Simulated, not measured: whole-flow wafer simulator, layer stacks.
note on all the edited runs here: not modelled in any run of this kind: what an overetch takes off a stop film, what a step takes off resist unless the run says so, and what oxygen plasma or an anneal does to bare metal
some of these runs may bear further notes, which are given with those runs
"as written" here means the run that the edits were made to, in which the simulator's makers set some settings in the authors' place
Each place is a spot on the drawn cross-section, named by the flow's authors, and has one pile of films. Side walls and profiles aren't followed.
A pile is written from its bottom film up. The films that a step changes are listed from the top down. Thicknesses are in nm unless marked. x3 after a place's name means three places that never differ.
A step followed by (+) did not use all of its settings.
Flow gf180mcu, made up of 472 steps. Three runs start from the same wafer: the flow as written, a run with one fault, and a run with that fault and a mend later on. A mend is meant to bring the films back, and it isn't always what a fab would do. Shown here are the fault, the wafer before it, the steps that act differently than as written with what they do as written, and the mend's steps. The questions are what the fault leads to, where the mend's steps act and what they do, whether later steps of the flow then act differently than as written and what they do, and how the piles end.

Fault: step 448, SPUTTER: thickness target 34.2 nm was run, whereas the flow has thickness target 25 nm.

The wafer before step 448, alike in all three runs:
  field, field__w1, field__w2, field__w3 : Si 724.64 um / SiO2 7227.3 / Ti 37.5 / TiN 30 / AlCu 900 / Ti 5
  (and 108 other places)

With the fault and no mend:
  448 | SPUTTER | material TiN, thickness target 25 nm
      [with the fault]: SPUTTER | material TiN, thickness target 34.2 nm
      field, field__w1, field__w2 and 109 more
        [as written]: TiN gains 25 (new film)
        [with the fault]: TiN gains 34.2 (new film)
  Steps later in the flow that act otherwise than as written (4 other steps are not shown; they differ only slightly, by no more than 2% or 0.5 nm, whichever is larger):
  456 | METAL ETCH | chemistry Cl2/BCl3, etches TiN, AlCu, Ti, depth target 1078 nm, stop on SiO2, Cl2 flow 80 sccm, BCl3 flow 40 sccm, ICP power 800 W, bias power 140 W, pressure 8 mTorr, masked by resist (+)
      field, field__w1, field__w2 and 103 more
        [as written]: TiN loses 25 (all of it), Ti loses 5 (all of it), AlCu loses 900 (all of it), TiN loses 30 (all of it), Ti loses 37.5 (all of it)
        [with the fault]: TiN loses 34.2 (all of it), Ti loses 5 (all of it), AlCu loses 900 (all of it), TiN loses 30 (all of it), Ti loses 37.5 (all of it)
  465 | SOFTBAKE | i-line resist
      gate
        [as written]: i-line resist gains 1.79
        [with the fault]: i-line resist loses 0.29
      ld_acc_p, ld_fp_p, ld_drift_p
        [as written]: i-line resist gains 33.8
        [with the fault]: i-line resist gains 27.3
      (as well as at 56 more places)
  The piles end different from the flow's at field__w8, contact, m1, m1__w1, pad, m1_nw by more than 2% or 0.5 nm, whichever is larger.
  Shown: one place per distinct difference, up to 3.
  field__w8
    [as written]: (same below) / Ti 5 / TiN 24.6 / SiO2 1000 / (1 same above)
    [with the fault]: (same below) / Ti 5 / TiN 33.8 / SiO2 1000 / (1 same above)
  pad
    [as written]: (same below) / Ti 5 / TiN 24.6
    [with the fault]: (same below) / Ti 5 / TiN 33.8

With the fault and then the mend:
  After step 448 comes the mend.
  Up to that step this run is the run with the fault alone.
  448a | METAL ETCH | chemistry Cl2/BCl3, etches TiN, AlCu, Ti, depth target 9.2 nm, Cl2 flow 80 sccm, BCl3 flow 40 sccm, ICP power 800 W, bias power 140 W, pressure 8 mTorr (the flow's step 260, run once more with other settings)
      field, field__w1, field__w2 and 109 more
        TiN loses 9.2
  Later steps of the flow that are run all act as written at every place that is followed.
  By the end, the piles equal the flow's at every place that both follow.
